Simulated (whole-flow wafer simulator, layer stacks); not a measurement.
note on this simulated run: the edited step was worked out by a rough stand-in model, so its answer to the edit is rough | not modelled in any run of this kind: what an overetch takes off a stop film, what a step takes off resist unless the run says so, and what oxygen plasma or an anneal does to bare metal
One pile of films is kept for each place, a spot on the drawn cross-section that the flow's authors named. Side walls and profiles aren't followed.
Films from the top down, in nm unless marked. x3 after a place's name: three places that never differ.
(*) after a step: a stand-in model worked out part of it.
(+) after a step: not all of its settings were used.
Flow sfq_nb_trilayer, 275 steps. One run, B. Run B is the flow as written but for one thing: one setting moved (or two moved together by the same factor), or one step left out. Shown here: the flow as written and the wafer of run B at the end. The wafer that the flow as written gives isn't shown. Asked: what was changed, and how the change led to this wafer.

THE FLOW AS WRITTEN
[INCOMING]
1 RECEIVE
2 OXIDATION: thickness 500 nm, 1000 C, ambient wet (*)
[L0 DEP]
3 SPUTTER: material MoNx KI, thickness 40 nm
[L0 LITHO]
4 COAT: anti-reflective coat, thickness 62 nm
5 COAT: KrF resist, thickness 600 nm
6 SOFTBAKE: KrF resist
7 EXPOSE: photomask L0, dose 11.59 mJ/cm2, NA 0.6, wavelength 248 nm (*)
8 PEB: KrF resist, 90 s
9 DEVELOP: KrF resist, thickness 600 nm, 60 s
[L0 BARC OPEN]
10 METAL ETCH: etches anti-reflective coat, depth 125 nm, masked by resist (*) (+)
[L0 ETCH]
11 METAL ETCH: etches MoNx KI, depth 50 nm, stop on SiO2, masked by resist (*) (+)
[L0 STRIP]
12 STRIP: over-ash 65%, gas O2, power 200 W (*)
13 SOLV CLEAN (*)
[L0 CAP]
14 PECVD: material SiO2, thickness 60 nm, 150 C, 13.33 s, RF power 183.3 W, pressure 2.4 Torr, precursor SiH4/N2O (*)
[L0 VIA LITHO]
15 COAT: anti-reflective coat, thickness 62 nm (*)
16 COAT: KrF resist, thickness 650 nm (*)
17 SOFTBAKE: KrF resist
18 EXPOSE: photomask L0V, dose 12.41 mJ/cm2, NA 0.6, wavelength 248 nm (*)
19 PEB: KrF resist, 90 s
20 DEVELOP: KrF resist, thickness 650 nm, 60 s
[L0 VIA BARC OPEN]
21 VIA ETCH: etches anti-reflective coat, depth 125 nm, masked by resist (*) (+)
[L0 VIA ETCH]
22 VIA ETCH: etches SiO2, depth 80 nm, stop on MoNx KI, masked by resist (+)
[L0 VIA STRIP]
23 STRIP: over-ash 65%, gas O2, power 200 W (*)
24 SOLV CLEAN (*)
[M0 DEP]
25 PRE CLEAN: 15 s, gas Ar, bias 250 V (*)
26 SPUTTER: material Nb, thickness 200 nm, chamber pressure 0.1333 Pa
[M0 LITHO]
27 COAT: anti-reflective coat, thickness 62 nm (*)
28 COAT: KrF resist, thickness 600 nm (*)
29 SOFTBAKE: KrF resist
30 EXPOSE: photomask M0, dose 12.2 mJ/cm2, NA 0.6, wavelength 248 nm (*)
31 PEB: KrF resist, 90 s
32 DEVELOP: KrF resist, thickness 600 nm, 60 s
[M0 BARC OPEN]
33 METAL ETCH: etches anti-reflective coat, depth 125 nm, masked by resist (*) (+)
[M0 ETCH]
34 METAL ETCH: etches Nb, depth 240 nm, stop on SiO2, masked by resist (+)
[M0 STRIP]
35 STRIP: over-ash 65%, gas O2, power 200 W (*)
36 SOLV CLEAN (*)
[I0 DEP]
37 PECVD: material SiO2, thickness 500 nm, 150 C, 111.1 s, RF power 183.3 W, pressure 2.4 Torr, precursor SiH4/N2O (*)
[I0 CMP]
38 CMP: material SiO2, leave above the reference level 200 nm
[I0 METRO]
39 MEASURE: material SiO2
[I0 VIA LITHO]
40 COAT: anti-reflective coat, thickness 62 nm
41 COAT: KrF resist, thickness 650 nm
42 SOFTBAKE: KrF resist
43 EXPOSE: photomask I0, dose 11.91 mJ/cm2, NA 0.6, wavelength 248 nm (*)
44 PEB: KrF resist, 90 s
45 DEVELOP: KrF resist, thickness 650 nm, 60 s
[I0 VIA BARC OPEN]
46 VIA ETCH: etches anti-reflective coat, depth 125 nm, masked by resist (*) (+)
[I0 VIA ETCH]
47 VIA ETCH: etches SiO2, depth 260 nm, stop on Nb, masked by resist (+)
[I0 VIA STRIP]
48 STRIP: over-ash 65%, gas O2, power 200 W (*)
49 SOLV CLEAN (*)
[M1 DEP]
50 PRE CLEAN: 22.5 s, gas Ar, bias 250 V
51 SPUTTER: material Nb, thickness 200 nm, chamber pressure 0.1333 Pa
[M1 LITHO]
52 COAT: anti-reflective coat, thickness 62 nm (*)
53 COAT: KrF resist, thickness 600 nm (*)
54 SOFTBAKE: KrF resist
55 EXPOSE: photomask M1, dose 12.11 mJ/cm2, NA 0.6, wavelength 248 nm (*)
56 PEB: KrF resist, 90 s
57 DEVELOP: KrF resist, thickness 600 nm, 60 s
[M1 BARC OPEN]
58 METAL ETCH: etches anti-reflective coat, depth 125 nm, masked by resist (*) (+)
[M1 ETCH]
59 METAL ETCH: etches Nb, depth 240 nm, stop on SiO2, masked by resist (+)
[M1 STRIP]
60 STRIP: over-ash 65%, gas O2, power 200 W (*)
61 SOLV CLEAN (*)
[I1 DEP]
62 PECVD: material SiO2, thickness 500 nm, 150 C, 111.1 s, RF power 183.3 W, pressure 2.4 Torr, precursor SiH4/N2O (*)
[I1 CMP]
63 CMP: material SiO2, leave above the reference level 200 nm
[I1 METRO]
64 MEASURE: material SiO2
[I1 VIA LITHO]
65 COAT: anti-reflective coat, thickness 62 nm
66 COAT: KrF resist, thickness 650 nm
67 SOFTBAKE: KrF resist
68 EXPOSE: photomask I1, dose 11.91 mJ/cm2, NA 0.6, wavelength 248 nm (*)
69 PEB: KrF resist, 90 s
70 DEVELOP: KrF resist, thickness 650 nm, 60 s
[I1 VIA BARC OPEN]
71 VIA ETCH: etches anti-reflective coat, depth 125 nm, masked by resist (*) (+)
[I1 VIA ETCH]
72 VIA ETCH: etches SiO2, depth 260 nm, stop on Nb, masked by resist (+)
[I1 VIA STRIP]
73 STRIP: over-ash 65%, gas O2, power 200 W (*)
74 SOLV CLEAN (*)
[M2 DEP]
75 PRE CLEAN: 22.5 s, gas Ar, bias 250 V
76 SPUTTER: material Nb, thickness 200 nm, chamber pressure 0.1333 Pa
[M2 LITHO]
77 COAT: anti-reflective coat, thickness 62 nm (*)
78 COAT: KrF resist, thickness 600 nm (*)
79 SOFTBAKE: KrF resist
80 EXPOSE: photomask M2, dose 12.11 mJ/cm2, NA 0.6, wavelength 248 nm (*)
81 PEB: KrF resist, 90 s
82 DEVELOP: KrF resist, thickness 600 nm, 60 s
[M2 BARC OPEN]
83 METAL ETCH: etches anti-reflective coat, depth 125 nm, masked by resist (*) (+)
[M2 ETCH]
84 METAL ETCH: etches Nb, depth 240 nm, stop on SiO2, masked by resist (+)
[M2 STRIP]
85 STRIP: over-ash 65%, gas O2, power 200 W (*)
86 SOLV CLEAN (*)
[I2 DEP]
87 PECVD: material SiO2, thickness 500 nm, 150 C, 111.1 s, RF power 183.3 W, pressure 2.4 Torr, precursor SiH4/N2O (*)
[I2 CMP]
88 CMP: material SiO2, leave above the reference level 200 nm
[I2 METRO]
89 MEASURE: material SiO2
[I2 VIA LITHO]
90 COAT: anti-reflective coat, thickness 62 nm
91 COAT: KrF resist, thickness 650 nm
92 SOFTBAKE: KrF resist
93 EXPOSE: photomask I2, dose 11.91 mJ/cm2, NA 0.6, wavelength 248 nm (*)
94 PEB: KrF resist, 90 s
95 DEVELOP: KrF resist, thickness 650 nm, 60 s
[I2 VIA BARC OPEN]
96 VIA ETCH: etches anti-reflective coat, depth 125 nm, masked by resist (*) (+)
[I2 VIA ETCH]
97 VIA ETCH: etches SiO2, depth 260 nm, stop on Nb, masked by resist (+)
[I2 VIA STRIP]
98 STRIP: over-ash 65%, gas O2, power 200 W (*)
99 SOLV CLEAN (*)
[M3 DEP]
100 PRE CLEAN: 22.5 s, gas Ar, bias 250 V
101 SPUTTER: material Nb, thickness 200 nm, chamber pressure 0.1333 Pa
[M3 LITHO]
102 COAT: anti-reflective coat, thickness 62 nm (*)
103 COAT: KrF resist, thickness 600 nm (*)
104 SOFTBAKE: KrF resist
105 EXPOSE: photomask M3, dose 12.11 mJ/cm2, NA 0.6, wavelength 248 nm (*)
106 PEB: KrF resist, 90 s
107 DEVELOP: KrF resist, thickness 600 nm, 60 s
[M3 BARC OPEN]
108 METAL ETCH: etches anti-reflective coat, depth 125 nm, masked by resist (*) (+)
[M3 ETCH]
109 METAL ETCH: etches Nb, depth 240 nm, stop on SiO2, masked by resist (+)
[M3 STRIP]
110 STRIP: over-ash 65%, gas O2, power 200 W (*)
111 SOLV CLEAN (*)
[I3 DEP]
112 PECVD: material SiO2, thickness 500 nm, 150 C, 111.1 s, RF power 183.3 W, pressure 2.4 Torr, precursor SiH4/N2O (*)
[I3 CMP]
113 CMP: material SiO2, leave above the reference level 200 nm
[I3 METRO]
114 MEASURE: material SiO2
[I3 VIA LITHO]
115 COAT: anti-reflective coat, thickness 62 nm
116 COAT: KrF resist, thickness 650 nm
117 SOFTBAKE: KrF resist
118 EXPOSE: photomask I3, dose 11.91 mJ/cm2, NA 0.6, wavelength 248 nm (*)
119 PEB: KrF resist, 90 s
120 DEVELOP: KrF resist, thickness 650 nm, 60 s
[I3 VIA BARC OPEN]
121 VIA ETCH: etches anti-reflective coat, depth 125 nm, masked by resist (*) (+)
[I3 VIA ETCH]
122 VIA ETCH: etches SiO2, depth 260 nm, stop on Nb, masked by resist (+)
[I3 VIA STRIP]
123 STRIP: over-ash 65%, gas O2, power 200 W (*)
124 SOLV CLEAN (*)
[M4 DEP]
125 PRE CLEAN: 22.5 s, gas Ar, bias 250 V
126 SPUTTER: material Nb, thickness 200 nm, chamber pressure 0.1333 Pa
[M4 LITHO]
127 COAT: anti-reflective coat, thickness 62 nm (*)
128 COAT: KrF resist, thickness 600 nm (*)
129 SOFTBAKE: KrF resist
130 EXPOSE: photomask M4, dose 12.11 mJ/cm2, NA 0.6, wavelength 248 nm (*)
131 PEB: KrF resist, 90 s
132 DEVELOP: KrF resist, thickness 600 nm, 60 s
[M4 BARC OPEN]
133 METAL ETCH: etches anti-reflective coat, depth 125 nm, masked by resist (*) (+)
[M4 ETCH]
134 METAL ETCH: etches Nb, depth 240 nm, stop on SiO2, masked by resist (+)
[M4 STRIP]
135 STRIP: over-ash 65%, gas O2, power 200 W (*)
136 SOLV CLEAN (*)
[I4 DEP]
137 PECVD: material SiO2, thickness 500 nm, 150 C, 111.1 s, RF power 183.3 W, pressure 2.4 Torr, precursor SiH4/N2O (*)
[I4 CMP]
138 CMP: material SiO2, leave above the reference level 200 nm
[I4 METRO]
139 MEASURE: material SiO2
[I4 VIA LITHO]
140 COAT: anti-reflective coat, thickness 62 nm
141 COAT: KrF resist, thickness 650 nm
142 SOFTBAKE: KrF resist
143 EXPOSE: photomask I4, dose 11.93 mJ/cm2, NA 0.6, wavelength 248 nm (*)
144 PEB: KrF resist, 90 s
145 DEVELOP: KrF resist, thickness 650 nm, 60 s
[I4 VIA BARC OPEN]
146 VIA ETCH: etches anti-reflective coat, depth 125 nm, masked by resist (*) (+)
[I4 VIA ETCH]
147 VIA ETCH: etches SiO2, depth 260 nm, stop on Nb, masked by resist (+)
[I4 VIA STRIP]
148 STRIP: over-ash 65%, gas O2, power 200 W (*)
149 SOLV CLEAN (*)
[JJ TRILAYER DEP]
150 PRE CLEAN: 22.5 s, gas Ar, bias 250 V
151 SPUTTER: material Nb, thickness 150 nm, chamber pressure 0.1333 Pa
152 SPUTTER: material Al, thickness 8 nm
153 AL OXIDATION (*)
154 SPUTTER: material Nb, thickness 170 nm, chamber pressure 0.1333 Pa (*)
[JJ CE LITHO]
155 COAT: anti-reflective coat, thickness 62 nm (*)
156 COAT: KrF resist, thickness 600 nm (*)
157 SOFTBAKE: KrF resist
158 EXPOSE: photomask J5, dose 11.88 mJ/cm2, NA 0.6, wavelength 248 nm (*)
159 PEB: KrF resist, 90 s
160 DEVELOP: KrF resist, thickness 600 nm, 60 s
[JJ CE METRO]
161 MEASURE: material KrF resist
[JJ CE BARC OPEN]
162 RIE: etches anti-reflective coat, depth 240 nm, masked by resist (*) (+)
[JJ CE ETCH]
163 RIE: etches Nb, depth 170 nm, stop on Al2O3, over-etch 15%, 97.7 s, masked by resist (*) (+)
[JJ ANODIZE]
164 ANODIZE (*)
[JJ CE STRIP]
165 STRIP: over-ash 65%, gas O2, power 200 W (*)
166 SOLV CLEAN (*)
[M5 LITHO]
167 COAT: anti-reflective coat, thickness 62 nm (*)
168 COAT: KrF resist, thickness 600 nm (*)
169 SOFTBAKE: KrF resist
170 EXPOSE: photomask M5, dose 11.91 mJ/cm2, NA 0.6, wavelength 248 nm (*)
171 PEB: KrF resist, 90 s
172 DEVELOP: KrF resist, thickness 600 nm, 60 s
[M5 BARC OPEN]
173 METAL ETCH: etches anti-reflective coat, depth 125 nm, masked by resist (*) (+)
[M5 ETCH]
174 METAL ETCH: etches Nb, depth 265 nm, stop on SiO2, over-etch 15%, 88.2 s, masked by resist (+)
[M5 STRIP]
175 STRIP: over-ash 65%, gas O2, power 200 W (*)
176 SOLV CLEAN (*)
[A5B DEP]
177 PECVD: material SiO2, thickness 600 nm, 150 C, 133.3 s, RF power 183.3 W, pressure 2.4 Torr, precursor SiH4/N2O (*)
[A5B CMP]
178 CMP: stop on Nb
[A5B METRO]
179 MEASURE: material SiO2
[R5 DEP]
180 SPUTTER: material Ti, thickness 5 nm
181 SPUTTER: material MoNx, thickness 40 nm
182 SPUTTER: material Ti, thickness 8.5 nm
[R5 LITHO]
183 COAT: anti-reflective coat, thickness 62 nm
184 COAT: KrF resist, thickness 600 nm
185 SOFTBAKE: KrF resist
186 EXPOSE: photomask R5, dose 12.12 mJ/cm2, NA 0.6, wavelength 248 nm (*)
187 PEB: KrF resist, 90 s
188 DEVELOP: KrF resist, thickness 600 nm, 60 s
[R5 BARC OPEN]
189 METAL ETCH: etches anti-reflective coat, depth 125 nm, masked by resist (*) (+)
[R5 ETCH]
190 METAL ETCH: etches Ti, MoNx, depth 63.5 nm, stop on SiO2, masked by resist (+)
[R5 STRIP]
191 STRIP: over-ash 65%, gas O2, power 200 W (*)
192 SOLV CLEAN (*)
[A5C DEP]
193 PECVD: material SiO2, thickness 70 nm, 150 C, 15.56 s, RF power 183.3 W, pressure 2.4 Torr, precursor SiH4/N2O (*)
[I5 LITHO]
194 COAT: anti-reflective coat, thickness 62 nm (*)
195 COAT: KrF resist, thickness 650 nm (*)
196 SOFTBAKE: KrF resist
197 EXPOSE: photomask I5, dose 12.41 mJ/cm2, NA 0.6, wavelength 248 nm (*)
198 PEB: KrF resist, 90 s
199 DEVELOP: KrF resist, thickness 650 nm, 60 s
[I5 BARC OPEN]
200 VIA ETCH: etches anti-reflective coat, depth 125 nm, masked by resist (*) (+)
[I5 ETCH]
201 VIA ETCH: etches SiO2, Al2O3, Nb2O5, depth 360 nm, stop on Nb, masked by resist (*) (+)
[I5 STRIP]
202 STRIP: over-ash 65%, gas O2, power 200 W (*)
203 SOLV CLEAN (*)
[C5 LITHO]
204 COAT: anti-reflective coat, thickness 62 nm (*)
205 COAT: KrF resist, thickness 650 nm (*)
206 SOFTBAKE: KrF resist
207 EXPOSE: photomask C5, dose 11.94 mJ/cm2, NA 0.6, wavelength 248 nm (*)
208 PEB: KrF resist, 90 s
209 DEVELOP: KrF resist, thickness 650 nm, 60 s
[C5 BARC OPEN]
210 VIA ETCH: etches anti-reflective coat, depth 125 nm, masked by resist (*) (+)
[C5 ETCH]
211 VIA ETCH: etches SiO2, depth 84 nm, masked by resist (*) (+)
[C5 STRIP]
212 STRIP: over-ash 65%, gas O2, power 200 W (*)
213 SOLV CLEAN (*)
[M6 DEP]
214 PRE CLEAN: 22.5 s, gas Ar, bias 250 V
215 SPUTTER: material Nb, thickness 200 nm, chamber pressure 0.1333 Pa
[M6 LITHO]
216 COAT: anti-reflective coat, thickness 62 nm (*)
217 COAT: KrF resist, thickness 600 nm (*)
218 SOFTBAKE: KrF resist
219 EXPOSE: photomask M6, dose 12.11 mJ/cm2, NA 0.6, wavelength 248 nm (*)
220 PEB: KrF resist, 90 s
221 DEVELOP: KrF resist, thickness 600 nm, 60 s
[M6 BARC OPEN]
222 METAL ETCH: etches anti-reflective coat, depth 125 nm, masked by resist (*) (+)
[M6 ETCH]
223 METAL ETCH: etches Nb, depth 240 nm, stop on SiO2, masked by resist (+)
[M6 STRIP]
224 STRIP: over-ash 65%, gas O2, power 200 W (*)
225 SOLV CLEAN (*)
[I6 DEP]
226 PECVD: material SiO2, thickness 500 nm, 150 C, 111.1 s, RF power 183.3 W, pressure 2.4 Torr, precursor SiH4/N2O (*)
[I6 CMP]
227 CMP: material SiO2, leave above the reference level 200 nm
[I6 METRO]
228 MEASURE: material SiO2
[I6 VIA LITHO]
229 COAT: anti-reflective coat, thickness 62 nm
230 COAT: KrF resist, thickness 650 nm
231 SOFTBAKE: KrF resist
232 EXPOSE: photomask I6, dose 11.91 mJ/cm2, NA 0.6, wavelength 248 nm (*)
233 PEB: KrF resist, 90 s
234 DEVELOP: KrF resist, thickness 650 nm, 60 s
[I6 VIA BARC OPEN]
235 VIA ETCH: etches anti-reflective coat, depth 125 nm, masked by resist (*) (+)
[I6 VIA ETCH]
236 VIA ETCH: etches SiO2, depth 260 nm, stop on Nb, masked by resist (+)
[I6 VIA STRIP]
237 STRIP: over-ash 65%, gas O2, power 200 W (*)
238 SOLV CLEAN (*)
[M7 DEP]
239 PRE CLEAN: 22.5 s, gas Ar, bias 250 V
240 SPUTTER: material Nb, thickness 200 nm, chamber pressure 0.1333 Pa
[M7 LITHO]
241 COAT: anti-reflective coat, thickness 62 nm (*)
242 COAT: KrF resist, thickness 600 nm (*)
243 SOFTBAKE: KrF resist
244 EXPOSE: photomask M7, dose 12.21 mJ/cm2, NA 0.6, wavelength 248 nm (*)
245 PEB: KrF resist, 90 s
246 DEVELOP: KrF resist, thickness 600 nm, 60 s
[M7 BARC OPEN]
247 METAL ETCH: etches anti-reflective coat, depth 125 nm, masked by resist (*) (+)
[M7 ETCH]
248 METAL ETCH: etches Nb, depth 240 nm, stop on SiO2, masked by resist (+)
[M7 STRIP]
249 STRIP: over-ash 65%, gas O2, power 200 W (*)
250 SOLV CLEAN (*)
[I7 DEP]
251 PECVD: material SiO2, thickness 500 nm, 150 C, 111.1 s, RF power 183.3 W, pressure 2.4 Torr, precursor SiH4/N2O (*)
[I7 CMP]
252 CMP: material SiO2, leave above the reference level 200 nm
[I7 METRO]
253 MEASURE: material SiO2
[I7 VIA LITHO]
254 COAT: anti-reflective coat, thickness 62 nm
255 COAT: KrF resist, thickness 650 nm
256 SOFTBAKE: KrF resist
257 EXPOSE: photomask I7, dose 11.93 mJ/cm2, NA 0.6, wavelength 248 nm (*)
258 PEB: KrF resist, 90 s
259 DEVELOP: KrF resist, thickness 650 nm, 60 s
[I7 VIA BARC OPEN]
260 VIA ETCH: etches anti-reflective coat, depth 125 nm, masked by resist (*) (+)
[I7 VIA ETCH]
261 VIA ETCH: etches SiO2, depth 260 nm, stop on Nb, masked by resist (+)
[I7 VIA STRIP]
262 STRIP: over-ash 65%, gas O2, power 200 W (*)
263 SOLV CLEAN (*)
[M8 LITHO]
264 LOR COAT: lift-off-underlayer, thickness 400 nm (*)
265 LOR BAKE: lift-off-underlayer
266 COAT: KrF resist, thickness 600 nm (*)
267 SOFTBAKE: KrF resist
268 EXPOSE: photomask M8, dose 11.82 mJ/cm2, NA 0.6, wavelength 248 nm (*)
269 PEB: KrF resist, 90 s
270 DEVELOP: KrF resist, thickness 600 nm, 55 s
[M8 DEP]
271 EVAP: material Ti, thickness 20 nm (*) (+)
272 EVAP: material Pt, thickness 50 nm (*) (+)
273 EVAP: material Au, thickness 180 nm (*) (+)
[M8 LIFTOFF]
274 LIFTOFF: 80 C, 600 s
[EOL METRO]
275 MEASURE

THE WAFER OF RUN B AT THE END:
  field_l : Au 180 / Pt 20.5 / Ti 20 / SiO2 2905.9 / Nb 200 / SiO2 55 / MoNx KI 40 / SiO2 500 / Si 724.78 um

The cause: step 272, EVAP: thickness 20.5 nm was run, where the flow has thickness 50 nm.
It can be read off the wafer: field_l has Pt 20.5, and step 272 as written asks for 50 nm.

How the change led to this, step by step:
  272 EVAP: material Pt, thickness 50 nm (*) (+)
      field_l, v_sur, via_wl and 103 more: Pt +20.5 (new film) (as written it would be: Pt +50 (new film))
  274 LIFTOFF: 80 C, 600 s
      p4_fl, p4_fm, p4_w1 and 71 more: Au -180 (all of it), Pt -20.5 (all of it), Ti -20 (all of it), KrF resist -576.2 (all of it), lift-off-underlayer -400 (all of it) (as written it would be: Au -180 (all of it), Pt -50 (all of it), Ti -20 (all of it), KrF resist -576.2 (all of it), lift-off-underlayer -400 (all of it))
      c5j, ce_r: Au -180 (all of it), Pt -20.5 (all of it), Ti -20 (all of it), KrF resist -573.3 (all of it), lift-off-underlayer -399.3 (all of it) (as written it would be: Au -180 (all of it), Pt -50 (all of it), Ti -20 (all of it), KrF resist -573.3 (all of it), lift-off-underlayer -399.3 (all of it))
      (and at 19 more places)
